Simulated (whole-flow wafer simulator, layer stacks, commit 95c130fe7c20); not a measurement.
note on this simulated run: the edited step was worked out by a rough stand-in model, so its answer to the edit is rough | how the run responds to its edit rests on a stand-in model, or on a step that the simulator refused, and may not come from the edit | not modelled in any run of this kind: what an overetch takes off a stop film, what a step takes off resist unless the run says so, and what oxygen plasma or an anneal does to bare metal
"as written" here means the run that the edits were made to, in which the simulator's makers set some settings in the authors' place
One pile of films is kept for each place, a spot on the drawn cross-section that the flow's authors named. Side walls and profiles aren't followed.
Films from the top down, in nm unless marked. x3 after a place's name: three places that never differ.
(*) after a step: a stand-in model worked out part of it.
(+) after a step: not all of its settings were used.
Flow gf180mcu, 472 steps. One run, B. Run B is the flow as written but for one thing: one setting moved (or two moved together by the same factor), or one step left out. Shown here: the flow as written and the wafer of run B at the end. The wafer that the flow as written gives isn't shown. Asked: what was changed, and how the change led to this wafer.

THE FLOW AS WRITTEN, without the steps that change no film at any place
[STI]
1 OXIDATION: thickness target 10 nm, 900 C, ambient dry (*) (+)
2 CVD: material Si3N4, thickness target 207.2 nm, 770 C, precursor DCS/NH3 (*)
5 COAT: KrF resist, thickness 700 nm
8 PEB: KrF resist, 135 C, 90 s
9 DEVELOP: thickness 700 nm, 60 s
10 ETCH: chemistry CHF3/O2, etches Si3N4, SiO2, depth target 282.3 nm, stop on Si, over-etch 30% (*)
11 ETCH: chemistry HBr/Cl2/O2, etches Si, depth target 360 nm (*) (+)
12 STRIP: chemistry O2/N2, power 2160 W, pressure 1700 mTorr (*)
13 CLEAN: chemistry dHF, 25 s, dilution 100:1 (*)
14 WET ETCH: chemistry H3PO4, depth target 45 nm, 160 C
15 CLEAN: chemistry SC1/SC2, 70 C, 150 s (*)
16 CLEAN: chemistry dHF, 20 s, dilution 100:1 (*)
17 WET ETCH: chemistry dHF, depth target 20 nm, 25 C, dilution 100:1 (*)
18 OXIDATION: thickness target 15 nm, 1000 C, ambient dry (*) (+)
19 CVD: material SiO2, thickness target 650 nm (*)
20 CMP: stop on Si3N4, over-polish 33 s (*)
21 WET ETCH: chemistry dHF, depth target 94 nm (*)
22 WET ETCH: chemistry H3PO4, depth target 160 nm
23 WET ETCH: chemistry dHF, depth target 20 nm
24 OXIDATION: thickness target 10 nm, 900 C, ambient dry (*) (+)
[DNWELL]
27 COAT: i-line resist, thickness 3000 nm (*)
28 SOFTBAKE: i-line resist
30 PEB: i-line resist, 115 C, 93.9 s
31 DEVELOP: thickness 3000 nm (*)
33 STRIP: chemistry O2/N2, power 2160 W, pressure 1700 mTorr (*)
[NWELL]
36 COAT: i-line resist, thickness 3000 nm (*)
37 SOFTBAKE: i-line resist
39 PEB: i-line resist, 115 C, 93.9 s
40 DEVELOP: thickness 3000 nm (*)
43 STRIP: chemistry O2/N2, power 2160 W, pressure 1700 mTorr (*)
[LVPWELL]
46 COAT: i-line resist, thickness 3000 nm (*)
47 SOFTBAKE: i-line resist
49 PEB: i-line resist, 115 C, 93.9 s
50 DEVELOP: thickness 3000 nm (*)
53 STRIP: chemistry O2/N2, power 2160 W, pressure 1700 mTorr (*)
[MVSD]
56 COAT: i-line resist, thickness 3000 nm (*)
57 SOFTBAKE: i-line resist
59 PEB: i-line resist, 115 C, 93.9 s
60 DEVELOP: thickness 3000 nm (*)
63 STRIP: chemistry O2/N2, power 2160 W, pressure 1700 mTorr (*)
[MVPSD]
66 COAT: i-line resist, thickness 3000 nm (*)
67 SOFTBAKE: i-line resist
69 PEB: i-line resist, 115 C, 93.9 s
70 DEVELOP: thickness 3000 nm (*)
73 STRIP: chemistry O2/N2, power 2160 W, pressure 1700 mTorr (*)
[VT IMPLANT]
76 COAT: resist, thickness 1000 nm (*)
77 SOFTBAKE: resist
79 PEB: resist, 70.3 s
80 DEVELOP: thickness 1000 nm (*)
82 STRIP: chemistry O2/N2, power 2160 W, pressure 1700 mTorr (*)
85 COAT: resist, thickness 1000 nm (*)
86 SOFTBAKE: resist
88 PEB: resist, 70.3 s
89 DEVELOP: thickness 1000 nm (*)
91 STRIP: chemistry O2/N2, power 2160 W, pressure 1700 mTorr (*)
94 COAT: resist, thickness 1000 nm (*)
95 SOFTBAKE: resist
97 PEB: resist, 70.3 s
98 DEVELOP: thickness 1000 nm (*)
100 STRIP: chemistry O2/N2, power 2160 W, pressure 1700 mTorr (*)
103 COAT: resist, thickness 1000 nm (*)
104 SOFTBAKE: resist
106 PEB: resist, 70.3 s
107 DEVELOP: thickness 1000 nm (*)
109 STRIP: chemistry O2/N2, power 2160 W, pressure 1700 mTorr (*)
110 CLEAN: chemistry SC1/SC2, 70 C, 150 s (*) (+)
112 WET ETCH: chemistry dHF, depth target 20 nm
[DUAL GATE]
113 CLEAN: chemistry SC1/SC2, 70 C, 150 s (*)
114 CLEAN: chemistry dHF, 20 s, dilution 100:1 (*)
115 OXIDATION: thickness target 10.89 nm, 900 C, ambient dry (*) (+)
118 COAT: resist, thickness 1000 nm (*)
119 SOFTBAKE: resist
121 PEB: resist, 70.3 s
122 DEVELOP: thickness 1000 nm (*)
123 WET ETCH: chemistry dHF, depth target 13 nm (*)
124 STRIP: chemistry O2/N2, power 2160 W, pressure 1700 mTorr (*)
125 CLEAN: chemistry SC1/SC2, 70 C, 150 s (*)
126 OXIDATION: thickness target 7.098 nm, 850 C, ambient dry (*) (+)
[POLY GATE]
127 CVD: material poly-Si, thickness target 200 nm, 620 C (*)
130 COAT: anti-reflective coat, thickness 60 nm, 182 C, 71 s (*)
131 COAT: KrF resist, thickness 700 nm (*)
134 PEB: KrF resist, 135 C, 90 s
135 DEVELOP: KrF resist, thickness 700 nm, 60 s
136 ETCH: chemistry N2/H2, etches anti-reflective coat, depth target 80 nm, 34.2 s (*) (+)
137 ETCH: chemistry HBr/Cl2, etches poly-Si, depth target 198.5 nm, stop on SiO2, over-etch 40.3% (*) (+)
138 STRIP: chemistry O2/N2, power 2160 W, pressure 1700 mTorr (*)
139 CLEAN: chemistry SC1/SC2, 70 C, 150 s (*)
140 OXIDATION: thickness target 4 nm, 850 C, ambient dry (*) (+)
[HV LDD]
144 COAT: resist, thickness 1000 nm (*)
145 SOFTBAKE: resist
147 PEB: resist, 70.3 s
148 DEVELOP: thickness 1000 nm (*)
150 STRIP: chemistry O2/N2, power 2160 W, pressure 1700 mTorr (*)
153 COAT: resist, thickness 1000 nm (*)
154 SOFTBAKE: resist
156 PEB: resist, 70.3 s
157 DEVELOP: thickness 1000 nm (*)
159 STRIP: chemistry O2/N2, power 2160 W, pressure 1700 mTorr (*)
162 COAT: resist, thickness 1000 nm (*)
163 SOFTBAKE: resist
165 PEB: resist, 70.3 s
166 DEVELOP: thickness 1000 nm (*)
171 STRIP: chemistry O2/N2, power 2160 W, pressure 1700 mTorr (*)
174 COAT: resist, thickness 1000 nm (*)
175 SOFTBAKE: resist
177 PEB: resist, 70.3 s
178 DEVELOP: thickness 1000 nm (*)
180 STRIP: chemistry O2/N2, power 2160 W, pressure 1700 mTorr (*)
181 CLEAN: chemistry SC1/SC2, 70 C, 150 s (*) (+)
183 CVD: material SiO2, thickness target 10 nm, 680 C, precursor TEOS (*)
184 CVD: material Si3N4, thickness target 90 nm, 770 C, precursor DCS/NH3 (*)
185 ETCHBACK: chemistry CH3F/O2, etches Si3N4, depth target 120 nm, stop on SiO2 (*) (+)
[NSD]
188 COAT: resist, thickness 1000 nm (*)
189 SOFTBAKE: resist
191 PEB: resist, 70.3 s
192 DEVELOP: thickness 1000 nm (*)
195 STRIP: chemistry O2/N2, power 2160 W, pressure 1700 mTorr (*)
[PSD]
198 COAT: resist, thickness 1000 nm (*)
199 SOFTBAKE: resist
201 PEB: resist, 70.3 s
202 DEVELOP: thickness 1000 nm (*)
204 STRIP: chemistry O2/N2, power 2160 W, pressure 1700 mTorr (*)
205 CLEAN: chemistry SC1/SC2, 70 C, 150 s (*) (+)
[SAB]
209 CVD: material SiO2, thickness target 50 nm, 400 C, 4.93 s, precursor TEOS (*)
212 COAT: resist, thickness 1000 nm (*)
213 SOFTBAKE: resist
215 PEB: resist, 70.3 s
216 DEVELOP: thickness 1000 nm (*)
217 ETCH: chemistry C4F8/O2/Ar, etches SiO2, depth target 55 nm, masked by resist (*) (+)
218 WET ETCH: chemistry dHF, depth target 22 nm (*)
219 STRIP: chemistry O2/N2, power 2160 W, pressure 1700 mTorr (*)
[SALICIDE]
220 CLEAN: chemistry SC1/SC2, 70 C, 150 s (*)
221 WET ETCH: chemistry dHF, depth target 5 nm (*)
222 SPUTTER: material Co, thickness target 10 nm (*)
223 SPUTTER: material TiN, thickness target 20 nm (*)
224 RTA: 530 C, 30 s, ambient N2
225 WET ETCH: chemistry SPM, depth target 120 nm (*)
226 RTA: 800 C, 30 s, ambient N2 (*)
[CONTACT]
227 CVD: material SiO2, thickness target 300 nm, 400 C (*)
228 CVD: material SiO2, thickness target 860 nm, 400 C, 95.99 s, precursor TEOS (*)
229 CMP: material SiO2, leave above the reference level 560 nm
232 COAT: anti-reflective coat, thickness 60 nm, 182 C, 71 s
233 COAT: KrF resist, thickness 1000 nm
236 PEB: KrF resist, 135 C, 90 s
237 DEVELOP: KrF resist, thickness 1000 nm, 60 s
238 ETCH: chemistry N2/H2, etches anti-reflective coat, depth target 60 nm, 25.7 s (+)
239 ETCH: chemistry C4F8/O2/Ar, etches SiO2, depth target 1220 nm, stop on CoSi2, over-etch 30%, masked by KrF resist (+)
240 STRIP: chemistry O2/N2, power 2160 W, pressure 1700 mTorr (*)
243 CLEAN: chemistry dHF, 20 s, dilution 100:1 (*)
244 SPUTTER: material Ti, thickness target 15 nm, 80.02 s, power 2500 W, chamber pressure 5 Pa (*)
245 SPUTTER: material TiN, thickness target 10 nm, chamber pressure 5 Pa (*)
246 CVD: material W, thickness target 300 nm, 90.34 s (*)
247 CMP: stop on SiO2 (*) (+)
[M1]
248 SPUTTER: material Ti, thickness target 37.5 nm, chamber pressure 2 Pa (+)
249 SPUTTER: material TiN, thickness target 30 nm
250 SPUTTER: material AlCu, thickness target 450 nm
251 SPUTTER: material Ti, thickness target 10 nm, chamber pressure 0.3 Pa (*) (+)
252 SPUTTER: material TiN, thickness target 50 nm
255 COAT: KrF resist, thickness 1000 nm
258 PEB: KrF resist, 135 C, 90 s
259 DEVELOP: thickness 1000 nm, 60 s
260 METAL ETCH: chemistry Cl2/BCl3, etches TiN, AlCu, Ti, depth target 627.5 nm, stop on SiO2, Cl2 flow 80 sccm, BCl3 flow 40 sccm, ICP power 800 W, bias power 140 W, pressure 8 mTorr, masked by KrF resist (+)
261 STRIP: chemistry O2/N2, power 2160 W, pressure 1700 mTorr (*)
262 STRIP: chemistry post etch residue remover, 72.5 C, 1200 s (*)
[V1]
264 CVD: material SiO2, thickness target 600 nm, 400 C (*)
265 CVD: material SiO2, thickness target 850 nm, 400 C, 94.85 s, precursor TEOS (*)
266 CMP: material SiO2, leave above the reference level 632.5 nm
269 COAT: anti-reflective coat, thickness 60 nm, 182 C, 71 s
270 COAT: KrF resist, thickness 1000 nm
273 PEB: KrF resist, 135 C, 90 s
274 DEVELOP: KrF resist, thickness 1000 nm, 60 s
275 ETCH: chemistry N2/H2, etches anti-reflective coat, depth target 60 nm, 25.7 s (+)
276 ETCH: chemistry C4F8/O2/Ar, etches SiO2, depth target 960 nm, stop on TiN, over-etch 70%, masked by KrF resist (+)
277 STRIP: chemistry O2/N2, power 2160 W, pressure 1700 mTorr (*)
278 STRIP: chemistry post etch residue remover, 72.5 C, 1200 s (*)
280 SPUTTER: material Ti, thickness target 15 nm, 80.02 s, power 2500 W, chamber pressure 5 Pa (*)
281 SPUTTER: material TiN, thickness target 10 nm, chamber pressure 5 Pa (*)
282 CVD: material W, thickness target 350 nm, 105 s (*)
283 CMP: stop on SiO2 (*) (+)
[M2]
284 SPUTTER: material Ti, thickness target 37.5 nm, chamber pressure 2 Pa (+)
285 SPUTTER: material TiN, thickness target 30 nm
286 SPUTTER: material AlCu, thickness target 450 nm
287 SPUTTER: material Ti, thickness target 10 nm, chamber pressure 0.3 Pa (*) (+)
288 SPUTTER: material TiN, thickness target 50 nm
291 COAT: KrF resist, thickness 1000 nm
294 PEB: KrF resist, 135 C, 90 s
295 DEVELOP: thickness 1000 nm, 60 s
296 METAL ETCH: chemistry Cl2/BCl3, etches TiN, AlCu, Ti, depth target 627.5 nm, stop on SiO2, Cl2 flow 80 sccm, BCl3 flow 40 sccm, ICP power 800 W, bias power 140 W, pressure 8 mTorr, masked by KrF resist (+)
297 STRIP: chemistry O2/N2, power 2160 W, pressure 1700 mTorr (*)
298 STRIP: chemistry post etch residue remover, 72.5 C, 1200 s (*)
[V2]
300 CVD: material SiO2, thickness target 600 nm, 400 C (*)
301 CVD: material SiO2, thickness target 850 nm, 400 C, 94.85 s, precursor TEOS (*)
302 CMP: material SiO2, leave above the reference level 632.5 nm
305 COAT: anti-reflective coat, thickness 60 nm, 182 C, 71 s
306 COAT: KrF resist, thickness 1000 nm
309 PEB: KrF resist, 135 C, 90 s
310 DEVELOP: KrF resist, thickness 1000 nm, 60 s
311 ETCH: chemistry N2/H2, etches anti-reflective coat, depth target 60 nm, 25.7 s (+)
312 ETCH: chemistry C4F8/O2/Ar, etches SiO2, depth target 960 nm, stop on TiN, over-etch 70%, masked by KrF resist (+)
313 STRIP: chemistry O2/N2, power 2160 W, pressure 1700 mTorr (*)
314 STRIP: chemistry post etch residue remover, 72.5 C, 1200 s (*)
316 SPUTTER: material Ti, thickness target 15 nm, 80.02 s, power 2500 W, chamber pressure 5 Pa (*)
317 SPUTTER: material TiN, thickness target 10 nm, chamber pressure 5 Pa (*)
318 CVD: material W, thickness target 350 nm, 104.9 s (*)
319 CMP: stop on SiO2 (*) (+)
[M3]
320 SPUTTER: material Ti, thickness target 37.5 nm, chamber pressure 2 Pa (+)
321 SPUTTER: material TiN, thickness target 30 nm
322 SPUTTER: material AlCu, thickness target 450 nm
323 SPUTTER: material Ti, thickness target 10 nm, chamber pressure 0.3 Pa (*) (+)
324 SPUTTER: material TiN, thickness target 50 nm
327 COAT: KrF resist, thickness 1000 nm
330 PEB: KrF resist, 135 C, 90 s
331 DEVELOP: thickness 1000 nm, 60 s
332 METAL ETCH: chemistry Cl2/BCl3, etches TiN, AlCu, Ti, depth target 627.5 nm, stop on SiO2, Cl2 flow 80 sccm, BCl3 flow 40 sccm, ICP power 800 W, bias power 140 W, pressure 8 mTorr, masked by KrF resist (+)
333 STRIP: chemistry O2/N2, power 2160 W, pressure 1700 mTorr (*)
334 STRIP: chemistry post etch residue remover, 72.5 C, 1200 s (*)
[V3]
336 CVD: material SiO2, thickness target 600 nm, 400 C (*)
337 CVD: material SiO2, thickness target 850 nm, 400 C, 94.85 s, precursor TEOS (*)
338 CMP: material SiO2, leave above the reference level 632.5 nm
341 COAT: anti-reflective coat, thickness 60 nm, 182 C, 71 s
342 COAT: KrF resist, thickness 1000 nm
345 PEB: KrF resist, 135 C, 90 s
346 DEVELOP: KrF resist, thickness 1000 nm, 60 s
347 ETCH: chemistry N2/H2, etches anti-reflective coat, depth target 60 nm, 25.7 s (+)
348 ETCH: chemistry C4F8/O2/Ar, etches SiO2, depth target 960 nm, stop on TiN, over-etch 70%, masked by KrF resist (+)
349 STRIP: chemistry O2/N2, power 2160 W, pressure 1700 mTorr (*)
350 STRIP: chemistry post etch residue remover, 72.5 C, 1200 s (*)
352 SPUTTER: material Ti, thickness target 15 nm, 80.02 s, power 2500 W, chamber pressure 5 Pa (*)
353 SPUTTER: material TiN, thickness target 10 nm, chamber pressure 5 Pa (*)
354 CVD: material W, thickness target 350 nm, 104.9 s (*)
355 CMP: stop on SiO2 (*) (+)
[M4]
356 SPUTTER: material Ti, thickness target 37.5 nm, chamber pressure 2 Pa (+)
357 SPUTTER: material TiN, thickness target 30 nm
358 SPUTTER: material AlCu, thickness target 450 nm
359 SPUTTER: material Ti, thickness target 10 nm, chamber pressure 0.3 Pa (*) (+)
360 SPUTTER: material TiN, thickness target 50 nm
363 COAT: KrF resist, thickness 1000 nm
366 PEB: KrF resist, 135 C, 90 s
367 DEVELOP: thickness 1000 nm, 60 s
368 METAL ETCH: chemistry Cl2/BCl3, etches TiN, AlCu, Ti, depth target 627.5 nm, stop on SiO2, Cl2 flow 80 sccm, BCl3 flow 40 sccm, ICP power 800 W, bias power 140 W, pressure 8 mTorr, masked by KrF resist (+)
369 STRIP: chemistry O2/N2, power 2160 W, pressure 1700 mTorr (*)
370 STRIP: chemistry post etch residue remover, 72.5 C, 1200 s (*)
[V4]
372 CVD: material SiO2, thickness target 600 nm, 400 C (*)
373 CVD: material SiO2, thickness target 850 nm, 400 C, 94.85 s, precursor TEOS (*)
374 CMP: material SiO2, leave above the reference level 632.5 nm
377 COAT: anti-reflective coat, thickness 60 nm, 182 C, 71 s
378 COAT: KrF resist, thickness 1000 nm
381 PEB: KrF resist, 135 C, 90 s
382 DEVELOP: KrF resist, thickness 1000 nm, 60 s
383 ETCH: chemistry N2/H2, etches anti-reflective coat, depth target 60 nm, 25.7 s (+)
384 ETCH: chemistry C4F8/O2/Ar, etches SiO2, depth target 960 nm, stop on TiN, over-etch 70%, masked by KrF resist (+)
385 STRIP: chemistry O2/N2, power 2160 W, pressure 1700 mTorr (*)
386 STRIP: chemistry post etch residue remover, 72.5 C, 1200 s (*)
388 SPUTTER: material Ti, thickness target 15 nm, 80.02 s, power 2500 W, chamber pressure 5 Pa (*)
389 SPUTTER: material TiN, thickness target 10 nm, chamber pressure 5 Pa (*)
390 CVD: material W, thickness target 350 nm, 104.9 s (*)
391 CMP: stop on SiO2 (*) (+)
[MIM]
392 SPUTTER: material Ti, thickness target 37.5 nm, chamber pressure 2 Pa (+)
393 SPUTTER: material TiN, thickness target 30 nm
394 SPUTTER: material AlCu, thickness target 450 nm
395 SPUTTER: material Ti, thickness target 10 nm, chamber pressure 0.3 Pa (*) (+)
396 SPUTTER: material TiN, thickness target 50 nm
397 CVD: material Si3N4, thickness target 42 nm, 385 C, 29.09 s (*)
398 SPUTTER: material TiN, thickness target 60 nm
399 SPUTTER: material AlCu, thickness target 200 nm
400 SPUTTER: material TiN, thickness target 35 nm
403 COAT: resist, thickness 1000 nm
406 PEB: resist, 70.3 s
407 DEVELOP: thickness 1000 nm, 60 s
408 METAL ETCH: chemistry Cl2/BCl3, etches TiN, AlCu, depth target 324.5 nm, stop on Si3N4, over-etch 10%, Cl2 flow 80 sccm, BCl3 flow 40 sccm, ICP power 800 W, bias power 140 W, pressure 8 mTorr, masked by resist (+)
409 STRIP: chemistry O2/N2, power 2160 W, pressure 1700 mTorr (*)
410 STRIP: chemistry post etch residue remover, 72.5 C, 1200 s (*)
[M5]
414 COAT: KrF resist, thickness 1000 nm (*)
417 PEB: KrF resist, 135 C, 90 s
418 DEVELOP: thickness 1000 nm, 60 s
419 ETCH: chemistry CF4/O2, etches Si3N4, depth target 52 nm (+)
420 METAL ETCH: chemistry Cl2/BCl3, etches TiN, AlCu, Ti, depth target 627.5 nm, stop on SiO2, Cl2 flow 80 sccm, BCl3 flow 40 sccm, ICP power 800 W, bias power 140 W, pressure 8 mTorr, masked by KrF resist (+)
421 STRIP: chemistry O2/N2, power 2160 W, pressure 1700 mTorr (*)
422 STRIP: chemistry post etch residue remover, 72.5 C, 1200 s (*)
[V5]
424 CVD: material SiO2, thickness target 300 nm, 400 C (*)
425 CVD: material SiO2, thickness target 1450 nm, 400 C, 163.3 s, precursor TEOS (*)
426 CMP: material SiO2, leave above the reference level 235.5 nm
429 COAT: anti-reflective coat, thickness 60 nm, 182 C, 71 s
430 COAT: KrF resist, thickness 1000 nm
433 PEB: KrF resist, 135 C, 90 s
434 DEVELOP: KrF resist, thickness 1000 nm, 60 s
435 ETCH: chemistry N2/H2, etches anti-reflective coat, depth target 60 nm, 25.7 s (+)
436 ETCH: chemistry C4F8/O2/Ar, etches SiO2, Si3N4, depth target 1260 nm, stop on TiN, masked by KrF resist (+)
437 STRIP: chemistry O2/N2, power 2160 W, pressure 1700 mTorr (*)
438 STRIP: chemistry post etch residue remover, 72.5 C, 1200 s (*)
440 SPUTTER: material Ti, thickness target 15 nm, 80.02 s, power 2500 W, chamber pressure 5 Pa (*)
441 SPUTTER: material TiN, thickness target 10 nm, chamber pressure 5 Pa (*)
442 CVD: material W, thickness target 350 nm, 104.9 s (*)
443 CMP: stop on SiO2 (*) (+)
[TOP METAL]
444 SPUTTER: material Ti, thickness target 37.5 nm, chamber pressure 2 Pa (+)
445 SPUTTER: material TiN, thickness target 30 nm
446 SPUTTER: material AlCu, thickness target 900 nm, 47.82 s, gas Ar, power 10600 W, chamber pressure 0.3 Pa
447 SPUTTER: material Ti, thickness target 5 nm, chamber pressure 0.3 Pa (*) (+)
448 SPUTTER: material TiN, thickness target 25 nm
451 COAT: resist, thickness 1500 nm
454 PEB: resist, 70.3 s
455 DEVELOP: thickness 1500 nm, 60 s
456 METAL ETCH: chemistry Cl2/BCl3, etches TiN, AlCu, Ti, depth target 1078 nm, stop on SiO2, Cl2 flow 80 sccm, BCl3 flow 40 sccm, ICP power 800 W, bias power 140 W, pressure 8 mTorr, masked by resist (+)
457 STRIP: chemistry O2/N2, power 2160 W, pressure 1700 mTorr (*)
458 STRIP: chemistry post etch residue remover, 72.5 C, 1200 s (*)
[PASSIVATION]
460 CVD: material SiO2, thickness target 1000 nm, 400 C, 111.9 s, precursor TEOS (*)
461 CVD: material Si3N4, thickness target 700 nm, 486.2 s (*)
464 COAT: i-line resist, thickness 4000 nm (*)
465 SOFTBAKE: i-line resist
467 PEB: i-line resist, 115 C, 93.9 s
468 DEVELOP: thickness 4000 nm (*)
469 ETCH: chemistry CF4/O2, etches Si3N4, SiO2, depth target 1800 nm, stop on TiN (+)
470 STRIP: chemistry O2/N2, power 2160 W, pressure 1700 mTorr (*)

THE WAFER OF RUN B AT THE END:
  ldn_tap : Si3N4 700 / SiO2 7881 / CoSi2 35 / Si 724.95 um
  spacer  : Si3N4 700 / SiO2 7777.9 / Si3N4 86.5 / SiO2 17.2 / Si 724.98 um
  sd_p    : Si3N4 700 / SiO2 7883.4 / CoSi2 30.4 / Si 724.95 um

The cause: step 209, CVD: thickness target 77 nm was run, where the flow has thickness target 50 nm; step 209, CVD: 7.592 s was run, where the flow has 4.93 s.

How the change led to this, step by step:
  209 CVD: material SiO2, thickness target 50 nm, 400 C, 4.93 s, precursor TEOS (*)
      field, field__w7, field__w8 and 73 more: SiO2 +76 (as written it would be: SiO2 +50)
      field_sub, field_sub__w2, ld_drn_n, ld_sd_p: SiO2 +74.2 (as written it would be: SiO2 +48.8)
      (and at 29 more places)
  217 ETCH: chemistry C4F8/O2/Ar, etches SiO2, depth target 55 nm, masked by resist (*) (+)
      spacer: SiO2 -55 (as written it would be: SiO2 -50 (all of it), Si3N4 -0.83)
  218 WET ETCH: chemistry dHF, depth target 22 nm (*)
      ldn_tap, ldn_src, ldn_drn, ldp_tap, ldp_src, ldp_drn, ldp_gr: SiO2 -39.4 (as written it would be: SiO2 -16 (all of it))
      ld_drn_n, ld_sd_p: SiO2 -38.1 (as written it would be: SiO2 -14.8 (all of it))
      (and at 91 more places)
  219 STRIP: chemistry O2/N2, power 2160 W, pressure 1700 mTorr (*)
      active_hv, active_nat, ld_sd_n and 11 more: nothing (as written it would be: chemical SiO2 +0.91 (new film), Si -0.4)
  221 WET ETCH: chemistry dHF, depth target 5 nm (*)
      ldn_tap, ldp_src, ldp_drn, ldp_gr: SiO2 -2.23 (all of it) (as written it would be: chemical SiO2 -0.76 (all of it))
      ldn_src, ldn_drn, ldp_tap: SiO2 -2.22 (all of it) (as written it would be: chemical SiO2 -0.76 (all of it))
      (and at 7 more places)
  223 SPUTTER: material TiN, thickness target 20 nm (*)
      field__w12: TiN +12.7 (new film) (as written it would be: TiN +12 (new film))
      sd_p: TiN +17.1 (new film) (as written it would be: TiN +17.9 (new film))
      (and at 1 more place)
  224 RTA: 530 C, 30 s, ambient N2
      sd_p: under 1 film: CoSi +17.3 (new film), Co -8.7 (all of it), Si -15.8 (as written it would be: under 1 film: CoSi +18.1 (new film), Co -9.09 (all of it), Si -16.5)
  225 WET ETCH: chemistry SPM, depth target 120 nm (*)
      field__w12: TiN -12.7 (all of it), Co -6.45 (all of it) (as written it would be: TiN -12 (all of it), Co -6.15 (all of it))
      sd_p: TiN -17.1 (all of it) (as written it would be: TiN -17.9 (all of it))
      (and at 1 more place)
  226 RTA: 800 C, 30 s, ambient N2 (*)
      sd_p: CoSi2 +30.4 (new film), CoSi -17.3 (all of it), Si -15.8 (as written it would be: CoSi2 +31.8 (new film), CoSi -18.1 (all of it), Si -16.5)
  229 CMP: material SiO2, leave above the reference level 560 nm
      ldn_sep__w1, ldn_sep__w2, ldn_dft and 8 more: SiO2 -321 (as written it would be: SiO2 -311)
      sti, mim_1p0, pad, dice_street, iso_nw_fld, iso_fld_sub: SiO2 -306.8 (as written it would be: SiO2 -296.8)
      (and at 45 more places)
